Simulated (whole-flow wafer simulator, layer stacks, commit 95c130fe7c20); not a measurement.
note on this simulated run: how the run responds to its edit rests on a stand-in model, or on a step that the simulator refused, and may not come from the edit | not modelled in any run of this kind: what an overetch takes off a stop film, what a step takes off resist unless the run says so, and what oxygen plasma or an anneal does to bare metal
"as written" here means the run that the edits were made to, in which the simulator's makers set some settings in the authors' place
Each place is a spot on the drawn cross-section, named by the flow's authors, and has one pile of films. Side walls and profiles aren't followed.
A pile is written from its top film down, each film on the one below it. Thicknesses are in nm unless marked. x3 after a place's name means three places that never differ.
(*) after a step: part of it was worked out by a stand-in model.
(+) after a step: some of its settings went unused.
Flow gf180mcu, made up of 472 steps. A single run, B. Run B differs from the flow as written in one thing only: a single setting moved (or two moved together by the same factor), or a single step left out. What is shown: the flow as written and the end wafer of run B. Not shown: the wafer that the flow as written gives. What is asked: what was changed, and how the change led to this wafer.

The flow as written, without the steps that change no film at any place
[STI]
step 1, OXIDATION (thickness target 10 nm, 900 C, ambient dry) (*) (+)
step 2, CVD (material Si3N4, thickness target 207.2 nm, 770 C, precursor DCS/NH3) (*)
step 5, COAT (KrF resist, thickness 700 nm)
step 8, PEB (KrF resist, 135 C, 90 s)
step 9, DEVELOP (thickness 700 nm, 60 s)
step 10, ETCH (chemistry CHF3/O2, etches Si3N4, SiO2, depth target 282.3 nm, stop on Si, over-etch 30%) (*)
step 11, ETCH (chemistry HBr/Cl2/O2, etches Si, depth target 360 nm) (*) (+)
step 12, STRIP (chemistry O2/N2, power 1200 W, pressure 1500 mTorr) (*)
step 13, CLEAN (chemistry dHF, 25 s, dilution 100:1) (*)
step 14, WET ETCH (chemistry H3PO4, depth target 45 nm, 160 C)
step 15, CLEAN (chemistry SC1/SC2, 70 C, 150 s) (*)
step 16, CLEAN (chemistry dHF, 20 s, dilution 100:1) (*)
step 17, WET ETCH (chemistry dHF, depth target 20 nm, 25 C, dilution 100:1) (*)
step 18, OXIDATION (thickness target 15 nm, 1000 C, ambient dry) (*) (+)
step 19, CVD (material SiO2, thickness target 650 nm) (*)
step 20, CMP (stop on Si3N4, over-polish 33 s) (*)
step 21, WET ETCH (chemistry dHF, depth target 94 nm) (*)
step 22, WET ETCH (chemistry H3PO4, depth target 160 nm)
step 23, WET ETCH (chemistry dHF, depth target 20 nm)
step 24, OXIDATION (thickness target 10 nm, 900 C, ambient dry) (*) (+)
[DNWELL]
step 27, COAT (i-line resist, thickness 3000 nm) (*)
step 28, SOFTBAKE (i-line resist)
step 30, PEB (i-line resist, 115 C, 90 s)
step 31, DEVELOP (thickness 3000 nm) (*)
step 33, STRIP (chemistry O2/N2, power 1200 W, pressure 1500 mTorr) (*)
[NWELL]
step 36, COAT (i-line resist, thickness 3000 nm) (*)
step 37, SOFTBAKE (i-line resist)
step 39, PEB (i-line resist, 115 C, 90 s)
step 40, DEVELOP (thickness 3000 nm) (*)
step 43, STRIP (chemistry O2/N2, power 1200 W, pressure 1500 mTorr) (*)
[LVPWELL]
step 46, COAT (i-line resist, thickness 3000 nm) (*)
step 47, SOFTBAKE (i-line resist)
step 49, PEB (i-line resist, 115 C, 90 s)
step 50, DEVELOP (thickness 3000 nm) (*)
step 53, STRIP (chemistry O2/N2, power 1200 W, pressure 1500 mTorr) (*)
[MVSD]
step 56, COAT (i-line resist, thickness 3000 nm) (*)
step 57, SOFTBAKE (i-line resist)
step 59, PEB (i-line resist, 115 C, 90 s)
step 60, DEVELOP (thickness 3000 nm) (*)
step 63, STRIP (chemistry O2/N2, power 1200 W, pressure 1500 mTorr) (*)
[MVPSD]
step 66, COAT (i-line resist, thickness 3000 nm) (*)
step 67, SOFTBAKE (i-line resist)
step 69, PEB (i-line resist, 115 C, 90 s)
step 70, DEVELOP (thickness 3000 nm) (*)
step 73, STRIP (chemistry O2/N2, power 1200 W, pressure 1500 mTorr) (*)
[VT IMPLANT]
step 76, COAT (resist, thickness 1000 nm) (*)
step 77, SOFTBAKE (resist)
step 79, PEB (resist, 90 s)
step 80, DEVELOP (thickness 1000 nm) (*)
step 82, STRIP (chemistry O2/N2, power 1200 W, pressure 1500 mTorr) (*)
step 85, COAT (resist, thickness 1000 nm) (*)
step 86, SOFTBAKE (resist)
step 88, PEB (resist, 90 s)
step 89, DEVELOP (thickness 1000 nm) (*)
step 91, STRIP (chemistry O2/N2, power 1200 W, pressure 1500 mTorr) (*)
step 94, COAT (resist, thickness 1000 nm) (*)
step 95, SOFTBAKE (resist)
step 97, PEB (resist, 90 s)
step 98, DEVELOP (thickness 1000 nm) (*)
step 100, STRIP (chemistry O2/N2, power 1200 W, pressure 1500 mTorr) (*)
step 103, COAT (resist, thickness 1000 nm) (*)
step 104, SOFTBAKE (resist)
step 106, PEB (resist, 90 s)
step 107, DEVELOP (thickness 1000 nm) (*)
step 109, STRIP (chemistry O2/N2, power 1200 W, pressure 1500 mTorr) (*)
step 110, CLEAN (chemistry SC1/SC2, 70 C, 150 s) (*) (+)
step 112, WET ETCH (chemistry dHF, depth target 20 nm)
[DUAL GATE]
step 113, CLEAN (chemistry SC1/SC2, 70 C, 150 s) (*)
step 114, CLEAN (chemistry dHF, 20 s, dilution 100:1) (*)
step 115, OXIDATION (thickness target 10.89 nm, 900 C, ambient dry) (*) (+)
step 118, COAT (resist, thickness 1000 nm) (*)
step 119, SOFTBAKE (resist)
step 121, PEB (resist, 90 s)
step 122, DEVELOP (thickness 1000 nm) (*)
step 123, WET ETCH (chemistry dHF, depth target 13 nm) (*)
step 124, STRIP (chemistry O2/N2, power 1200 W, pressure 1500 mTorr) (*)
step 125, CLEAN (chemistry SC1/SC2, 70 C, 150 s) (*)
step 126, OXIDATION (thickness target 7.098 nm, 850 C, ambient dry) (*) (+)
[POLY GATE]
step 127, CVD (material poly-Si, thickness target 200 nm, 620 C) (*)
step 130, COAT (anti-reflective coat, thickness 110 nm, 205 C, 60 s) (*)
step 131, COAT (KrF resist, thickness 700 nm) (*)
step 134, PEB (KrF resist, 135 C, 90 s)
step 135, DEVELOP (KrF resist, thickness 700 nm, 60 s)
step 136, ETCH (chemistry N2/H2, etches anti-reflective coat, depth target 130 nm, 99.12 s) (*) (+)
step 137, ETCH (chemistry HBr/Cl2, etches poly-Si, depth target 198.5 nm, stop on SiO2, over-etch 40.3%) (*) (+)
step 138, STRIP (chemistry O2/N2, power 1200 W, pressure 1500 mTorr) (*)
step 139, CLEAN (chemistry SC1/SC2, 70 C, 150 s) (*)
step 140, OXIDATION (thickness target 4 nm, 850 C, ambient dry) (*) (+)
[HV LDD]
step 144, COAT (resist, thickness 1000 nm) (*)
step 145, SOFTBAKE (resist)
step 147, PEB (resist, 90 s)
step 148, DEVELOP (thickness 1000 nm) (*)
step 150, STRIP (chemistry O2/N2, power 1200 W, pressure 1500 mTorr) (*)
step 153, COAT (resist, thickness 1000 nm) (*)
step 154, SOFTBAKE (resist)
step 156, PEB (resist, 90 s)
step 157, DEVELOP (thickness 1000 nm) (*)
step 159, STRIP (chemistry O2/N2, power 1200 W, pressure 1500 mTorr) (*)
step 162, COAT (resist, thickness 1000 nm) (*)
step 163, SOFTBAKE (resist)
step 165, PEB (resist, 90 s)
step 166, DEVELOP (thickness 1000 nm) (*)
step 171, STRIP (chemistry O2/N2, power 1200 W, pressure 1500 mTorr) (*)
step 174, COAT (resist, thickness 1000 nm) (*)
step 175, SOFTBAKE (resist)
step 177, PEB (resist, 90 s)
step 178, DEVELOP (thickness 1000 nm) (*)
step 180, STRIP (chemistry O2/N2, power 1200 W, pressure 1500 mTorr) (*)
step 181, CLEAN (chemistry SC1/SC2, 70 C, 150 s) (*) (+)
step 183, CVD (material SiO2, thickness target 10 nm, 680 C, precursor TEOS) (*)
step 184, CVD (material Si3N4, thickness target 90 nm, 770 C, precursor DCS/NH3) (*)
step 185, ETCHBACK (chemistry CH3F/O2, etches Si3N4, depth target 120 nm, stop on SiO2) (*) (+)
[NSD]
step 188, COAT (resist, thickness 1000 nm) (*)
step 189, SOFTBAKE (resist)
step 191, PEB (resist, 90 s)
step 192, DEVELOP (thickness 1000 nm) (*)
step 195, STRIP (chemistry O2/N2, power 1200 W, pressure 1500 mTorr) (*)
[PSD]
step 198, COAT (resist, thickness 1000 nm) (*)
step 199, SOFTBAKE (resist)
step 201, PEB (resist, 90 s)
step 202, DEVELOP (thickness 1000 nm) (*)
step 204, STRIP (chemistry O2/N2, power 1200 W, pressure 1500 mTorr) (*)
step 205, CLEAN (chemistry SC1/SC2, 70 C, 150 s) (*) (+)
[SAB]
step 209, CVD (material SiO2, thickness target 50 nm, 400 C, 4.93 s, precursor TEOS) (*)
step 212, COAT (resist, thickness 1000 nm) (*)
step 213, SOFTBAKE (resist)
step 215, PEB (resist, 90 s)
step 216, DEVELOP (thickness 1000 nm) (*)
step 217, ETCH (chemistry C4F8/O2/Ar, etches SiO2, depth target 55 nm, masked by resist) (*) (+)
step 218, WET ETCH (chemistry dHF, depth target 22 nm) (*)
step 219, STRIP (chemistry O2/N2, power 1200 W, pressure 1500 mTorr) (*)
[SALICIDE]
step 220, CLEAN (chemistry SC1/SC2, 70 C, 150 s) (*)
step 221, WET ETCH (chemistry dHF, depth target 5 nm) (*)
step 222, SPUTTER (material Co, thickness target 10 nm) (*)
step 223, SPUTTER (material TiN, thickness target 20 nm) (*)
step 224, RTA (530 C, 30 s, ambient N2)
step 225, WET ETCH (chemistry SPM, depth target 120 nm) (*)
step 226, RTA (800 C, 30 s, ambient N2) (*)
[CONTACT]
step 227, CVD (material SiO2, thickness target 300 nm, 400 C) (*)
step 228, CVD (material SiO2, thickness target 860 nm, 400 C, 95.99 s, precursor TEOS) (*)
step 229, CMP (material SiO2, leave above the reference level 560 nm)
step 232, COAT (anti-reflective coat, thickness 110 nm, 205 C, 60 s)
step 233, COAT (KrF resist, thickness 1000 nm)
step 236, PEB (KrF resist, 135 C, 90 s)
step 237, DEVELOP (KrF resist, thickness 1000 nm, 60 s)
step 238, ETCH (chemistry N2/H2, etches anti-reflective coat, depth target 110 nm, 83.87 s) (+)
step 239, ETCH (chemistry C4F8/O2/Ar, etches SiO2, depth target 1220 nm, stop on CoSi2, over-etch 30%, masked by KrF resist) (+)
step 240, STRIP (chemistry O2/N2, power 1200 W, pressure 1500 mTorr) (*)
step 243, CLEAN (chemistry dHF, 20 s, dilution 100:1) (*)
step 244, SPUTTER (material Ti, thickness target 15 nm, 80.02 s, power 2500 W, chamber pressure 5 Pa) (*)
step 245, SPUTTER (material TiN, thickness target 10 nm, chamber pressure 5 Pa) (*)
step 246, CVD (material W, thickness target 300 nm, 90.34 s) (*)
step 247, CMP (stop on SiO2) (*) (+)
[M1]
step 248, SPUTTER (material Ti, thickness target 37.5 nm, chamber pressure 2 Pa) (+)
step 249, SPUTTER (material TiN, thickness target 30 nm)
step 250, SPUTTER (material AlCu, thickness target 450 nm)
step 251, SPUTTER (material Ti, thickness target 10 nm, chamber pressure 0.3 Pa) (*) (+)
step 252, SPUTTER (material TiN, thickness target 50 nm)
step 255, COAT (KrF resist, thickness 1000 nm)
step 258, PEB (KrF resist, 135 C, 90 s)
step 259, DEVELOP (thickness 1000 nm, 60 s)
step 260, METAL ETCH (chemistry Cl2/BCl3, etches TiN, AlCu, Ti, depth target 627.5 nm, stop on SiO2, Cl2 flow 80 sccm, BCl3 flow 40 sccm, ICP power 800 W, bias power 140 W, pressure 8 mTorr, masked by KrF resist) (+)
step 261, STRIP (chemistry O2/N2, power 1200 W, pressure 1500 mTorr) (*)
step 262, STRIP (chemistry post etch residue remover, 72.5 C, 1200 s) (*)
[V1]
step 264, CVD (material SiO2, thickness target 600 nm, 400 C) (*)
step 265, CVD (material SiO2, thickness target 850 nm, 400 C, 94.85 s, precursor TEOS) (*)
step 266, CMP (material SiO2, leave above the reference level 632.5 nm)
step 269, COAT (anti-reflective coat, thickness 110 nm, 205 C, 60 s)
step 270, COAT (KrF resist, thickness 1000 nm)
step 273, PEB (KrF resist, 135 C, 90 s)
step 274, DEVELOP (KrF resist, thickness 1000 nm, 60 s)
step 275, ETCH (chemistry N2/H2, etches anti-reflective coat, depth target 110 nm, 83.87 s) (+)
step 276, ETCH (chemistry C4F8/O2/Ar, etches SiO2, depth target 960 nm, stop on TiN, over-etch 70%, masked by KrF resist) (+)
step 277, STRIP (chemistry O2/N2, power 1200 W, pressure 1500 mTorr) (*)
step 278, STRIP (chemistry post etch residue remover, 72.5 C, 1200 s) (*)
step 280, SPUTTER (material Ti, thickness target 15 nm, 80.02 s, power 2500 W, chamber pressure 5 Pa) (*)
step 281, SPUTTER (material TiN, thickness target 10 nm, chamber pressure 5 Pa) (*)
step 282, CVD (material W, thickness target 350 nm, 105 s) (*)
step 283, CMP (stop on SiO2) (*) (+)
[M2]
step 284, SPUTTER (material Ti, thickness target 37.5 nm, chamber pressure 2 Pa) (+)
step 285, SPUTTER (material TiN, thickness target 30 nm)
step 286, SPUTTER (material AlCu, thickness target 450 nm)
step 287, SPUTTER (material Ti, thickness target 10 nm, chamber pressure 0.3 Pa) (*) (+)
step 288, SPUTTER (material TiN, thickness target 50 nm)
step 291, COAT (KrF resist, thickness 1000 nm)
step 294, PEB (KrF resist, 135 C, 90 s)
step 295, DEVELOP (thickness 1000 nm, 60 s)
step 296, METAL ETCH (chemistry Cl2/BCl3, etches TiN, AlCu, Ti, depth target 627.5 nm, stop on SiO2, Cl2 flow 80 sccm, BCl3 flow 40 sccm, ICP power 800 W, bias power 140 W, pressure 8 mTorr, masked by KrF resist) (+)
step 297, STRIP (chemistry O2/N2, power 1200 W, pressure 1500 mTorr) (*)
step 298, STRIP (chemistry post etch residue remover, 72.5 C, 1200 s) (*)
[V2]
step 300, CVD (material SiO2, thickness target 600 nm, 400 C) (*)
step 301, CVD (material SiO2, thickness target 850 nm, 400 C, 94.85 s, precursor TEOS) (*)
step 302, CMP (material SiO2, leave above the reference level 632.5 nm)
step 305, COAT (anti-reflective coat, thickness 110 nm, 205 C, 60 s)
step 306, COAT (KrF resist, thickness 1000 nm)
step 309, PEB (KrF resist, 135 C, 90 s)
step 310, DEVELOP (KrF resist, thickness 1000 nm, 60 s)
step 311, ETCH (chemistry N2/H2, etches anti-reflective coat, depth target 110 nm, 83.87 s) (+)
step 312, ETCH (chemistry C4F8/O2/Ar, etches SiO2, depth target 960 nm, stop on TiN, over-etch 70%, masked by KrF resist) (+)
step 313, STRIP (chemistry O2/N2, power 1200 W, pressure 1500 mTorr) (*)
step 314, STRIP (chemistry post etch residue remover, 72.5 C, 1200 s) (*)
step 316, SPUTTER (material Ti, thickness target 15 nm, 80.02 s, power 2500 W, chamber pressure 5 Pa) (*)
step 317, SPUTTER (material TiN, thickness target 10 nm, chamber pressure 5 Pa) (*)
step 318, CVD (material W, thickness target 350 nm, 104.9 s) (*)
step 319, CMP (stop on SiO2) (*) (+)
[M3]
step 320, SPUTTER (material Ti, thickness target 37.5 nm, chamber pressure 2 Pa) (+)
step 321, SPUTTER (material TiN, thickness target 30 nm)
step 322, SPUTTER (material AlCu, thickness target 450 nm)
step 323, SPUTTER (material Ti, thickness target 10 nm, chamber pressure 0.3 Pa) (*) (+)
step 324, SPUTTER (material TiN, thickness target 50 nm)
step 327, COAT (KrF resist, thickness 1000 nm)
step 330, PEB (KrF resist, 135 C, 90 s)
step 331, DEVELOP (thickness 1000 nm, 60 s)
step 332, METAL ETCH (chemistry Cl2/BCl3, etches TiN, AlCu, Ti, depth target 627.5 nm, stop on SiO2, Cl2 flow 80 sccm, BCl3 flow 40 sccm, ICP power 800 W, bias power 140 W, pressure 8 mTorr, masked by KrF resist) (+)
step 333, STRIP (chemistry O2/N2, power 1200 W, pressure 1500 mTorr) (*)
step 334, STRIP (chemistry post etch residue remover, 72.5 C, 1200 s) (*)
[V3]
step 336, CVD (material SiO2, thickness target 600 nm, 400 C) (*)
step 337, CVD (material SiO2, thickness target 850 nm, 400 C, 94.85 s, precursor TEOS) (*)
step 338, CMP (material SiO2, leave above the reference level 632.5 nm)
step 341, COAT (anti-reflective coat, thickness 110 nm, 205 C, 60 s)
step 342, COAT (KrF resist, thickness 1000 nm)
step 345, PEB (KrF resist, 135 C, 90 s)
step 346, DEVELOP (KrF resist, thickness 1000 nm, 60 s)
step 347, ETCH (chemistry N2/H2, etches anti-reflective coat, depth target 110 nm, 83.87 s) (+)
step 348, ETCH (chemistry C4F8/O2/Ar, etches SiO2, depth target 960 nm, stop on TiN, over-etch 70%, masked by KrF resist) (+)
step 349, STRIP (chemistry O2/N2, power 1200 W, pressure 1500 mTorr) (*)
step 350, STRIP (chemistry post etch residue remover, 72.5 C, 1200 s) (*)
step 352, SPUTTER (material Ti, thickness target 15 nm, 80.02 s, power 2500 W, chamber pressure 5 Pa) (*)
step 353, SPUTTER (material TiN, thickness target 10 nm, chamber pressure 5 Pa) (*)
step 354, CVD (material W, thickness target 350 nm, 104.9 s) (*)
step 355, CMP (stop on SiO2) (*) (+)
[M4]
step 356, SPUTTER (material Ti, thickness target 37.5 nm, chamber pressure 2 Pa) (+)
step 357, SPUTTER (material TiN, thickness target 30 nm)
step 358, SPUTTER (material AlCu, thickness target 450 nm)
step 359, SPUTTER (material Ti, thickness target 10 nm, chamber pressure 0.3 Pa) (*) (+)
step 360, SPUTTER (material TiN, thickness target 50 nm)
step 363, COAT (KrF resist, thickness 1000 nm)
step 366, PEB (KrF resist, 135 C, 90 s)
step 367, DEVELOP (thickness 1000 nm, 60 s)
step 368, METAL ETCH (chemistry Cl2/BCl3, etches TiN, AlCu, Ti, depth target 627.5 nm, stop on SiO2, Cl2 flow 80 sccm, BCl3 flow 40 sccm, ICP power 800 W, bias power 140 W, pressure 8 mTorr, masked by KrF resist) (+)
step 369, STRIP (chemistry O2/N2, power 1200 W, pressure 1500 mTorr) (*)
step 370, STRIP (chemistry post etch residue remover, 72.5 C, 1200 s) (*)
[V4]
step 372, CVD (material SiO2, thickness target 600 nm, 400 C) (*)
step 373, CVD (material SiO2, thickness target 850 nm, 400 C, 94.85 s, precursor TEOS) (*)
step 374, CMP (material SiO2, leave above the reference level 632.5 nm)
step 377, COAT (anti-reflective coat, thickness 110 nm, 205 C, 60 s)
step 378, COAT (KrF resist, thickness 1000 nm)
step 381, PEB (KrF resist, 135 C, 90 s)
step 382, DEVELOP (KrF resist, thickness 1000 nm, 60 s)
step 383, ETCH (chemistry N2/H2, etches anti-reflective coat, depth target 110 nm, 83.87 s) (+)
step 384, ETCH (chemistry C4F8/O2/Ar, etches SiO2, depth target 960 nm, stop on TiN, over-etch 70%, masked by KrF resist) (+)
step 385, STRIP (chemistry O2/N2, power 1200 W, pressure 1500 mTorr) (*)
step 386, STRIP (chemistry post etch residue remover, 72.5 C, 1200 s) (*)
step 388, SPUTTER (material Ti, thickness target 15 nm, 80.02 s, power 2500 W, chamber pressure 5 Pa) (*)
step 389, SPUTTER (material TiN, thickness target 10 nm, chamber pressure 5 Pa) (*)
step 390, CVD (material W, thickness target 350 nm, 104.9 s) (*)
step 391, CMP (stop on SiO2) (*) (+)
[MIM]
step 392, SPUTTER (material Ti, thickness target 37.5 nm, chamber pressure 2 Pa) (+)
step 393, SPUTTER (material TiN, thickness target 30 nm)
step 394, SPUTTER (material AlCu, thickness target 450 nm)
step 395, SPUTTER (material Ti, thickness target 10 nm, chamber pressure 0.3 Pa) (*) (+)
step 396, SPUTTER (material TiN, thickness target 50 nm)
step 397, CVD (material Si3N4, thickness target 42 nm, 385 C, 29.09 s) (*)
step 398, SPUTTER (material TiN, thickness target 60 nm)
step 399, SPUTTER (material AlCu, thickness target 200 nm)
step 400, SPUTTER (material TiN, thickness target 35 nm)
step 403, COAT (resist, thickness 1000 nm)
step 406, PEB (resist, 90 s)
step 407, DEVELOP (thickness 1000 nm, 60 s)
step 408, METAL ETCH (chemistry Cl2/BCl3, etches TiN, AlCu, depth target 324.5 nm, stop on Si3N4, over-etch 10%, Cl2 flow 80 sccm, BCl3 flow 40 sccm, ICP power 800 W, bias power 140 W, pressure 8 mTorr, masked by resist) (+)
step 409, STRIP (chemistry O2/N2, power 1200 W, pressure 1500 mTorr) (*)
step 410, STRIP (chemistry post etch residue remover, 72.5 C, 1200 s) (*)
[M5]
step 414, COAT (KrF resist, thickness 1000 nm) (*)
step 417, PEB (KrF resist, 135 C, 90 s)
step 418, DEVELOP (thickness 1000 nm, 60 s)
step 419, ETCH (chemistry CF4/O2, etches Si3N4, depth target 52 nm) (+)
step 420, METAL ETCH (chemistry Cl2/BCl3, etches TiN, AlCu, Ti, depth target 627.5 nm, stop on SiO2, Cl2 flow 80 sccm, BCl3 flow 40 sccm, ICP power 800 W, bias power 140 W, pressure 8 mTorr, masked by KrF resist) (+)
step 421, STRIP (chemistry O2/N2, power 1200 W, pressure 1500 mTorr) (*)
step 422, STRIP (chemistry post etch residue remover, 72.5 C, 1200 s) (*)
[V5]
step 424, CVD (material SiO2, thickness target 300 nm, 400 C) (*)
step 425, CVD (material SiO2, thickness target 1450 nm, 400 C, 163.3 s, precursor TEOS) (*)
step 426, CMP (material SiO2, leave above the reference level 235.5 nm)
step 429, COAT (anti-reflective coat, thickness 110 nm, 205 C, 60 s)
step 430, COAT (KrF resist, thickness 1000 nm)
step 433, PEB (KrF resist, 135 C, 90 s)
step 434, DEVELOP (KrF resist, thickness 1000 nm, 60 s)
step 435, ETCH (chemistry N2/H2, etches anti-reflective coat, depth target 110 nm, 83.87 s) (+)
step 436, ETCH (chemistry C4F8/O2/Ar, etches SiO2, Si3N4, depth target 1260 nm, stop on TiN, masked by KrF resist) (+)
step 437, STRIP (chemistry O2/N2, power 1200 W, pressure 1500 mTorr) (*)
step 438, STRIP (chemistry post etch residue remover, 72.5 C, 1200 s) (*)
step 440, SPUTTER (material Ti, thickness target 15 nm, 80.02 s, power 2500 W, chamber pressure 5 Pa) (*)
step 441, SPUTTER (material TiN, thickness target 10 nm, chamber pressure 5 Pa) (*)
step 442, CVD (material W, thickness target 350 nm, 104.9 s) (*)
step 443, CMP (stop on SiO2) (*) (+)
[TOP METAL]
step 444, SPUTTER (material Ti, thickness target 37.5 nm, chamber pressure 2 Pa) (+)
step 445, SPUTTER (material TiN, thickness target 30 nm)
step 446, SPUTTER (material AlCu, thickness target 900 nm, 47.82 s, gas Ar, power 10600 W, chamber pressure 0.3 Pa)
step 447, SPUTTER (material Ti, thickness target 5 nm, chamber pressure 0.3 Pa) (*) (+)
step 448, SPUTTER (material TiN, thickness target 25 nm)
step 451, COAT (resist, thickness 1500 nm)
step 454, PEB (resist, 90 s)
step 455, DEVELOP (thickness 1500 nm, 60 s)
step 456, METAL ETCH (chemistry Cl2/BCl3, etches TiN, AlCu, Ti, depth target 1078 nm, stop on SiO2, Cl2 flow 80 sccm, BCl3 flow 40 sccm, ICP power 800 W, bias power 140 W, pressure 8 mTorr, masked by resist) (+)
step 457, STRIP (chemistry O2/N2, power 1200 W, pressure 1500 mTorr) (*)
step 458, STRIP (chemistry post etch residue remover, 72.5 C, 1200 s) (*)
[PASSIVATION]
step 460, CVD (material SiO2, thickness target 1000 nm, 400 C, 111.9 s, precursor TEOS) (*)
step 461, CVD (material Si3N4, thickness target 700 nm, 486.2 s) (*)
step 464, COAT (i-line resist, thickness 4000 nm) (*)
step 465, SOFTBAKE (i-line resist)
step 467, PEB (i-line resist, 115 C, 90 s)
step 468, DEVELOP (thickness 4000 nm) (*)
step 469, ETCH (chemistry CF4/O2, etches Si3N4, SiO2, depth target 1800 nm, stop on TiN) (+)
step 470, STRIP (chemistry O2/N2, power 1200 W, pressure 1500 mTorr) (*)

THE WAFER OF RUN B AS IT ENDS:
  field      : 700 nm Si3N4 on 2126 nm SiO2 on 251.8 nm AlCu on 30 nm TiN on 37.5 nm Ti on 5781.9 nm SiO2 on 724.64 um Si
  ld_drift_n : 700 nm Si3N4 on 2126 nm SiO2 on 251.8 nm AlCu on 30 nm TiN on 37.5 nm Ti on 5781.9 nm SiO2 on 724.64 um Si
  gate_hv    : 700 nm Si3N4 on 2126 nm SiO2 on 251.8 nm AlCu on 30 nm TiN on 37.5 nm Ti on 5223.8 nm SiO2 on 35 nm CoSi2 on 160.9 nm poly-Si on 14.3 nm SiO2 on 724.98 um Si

What caused this: step 420, METAL ETCH: depth target 251 nm was run, while the flow as written has depth target 627.5 nm.

Step by step, how the change led to this:
  step 420, METAL ETCH (chemistry Cl2/BCl3, etches TiN, AlCu, Ti, depth target 627.5 nm, stop on SiO2, Cl2 flow 80 sccm, BCl3 flow 40 sccm, ICP power 800 W, bias power 140 W, pressure 8 mTorr, masked by KrF resist) (+)
      field, field__w1, field__w2 and 101 more: TiN loses 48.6 (all of it), Ti loses 10 (all of it), AlCu loses 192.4 (it would be, as written: TiN loses 48.6 (all of it), Ti loses 10 (all of it), AlCu loses 450 (all of it), TiN loses 30 (all of it), Ti loses 37.5 (all of it))
      field__w4, field__w8, contact, m1, m1__w1, mim, mim_1p0, m1_nw: KrF resist loses 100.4 (it would be, as written: KrF resist loses 251)
  step 421, STRIP (chemistry O2/N2, power 1200 W, pressure 1500 mTorr) (*)
      field__w8, m1__w1: KrF resist loses 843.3 (all of it) (it would be, as written: KrF resist loses 692.7 (all of it))
      contact, m1: KrF resist loses 843.8 (all of it) (it would be, as written: KrF resist loses 693.2 (all of it))
      (and at 4 other places as well)
  step 422, STRIP (chemistry post etch residue remover, 72.5 C, 1200 s) (*)
      field, field__w1, field__w2 and 101 more: AlCu loses 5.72 (it would be, as written: nothing)
  step 424, CVD (material SiO2, thickness target 300 nm, 400 C) (*)
      field, field__w1, field__w2 and 101 more: SiO2 gains 300 (new film) (it would be, as written: SiO2 gains 300)
  step 426, CMP (material SiO2, leave above the reference level 235.5 nm)
      field, field__w1, field__w5 and 92 more: SiO2 loses 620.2 (it would be, as written: SiO2 loses 300.8)
      field__w2, field__w3, field__w12 and 6 more: SiO2 loses 620.2 (it would be, as written: SiO2 loses 272.7)
Taking metal films that touch as one body, field has 1 body; the flow as written gives 0 bodies.
Taking metal films that touch as one body, ld_drift_n has 1 body; the flow as written gives 0 bodies.
Taking metal films that touch as one body, gate_hv has 2 bodies (between them, from the top down: SiO2 5223.8); the flow as written gives 1 body.
